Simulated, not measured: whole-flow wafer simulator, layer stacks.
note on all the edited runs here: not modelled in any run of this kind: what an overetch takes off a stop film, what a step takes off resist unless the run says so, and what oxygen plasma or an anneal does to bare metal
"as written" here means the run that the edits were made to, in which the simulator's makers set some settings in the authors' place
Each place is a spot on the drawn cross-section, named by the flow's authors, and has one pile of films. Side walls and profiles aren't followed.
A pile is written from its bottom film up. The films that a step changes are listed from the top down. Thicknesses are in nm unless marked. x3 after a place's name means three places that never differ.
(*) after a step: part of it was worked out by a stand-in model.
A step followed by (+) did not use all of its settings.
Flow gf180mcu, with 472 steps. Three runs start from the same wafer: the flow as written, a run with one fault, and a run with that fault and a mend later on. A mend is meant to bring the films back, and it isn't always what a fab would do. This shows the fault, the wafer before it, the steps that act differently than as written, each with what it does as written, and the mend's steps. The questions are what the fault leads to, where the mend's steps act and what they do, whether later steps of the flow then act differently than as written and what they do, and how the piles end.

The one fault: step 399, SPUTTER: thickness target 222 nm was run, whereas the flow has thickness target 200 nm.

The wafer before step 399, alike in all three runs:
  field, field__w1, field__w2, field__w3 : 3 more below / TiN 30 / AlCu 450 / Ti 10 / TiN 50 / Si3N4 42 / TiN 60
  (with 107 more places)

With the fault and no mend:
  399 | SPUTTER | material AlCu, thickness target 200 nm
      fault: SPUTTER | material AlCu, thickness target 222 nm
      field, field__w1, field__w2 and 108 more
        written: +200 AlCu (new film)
        fault: +222 AlCu (new film)
  Steps further on in the flow that do not act as written (5 other steps are not shown; they differ only slightly, by no more than 2% or 0.5 nm, whichever is larger):
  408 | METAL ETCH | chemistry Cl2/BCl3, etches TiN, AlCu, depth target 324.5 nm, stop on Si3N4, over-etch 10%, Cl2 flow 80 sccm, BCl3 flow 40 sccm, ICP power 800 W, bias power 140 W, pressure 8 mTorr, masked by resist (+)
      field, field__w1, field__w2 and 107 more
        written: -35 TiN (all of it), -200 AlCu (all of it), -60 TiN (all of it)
        fault: -35 TiN (all of it), -222 AlCu (all of it), -60 TiN (all of it)
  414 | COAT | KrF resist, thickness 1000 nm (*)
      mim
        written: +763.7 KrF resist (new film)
        fault: +747 KrF resist (new film)
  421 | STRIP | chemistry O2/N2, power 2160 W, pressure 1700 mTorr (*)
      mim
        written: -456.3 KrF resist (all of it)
        fault: -439.9 KrF resist (all of it)
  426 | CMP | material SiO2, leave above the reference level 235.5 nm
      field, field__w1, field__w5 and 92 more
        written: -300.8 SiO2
        fault: -278.8 SiO2
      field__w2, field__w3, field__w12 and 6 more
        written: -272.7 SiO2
        fault: -250.7 SiO2
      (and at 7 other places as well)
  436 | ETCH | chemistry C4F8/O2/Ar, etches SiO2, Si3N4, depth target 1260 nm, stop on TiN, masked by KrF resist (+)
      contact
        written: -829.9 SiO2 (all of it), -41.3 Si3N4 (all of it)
        fault: -851.9 SiO2 (all of it), -41.3 Si3N4 (all of it)
  At field__w8, contact, m1, m1__w1, mim, m1_nw, the piles at the end differ from the flow's by more than 2% or 0.5 nm, whichever is larger.
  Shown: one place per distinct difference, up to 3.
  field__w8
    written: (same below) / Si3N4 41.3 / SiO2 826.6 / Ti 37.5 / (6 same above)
    fault: (same below) / Si3N4 41.3 / SiO2 848.6 / Ti 37.5 / (6 same above)
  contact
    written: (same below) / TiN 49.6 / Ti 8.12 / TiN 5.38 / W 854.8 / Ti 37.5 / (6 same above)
    fault: (same below) / TiN 49.6 / Ti 8.02 / TiN 5.31 / W 877 / Ti 37.5 / (6 same above)
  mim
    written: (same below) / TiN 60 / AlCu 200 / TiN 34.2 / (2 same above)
    fault: (same below) / TiN 60 / AlCu 222 / TiN 34.2 / (2 same above)

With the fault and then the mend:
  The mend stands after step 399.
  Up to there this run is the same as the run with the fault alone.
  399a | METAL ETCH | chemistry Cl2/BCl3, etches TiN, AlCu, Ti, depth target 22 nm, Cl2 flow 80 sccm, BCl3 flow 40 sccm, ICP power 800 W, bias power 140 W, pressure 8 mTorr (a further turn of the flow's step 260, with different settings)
      field, field__w1, field__w2 and 108 more
        -22 AlCu
  Every later step of the flow that is run acts as written at every place that is followed.
  At every place that both follow, the piles at the end match the flow's.
